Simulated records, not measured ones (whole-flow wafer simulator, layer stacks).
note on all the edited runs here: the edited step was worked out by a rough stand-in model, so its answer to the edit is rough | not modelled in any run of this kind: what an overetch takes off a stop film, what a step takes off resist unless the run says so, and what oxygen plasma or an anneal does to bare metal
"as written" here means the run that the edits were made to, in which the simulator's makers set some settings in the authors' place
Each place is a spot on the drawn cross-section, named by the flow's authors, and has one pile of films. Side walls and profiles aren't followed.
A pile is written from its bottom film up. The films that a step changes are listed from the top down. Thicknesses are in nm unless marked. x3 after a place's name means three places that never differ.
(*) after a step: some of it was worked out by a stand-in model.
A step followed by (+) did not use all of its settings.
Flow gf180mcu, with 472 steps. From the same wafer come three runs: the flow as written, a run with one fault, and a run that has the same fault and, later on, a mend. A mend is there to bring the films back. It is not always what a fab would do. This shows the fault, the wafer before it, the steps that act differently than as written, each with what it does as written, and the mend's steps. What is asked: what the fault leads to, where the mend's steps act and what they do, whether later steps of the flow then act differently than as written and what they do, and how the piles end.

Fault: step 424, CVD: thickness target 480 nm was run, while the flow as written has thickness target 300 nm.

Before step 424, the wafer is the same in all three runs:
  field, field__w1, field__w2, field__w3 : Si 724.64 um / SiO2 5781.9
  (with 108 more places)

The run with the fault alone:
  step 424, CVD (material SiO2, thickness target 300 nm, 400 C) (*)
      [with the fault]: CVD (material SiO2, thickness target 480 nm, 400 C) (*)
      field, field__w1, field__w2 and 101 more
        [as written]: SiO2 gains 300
        [with the fault]: SiO2 gains 480
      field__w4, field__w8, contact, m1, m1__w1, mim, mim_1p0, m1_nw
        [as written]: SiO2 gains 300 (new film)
        [with the fault]: SiO2 gains 480 (new film)
  Steps later in the flow that act otherwise than as written:
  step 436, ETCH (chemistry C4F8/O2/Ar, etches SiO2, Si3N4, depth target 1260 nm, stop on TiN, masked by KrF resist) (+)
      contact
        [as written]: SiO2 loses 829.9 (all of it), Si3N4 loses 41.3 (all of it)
        [with the fault]: SiO2 loses 1009.9 (all of it), Si3N4 loses 41.3 (all of it)
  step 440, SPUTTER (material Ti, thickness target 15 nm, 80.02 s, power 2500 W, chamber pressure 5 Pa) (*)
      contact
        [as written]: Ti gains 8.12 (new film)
        [with the fault]: Ti gains 7.33 (new film)
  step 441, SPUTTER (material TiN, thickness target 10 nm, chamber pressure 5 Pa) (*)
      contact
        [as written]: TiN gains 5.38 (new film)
        [with the fault]: TiN gains 4.86 (new film)
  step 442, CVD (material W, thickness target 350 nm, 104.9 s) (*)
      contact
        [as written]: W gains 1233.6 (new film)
        [with the fault]: W gains 1414.9 (new film)
  The piles end different from the flow's at field, field__w1, field__w2 and 109 more by more than 2% or 0.5 nm, whichever is larger.
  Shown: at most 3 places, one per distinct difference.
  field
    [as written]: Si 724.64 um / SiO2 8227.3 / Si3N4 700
    [with the fault]: Si 724.64 um / SiO2 8407.3 / Si3N4 700
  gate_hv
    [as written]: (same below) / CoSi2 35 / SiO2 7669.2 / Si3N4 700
    [with the fault]: (same below) / CoSi2 35 / SiO2 7849.2 / Si3N4 700
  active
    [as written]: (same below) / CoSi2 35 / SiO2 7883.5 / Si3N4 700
    [with the fault]: (same below) / CoSi2 35 / SiO2 8063.5 / Si3N4 700

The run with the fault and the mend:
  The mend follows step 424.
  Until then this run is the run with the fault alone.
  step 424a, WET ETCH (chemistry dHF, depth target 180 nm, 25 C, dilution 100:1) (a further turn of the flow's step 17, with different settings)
      field, field__w1, field__w2 and 109 more
        SiO2 loses 180
  Every later step of the flow that is run acts as written at every place that is followed.
  By the end, the piles equal the flow's at every place that both follow.
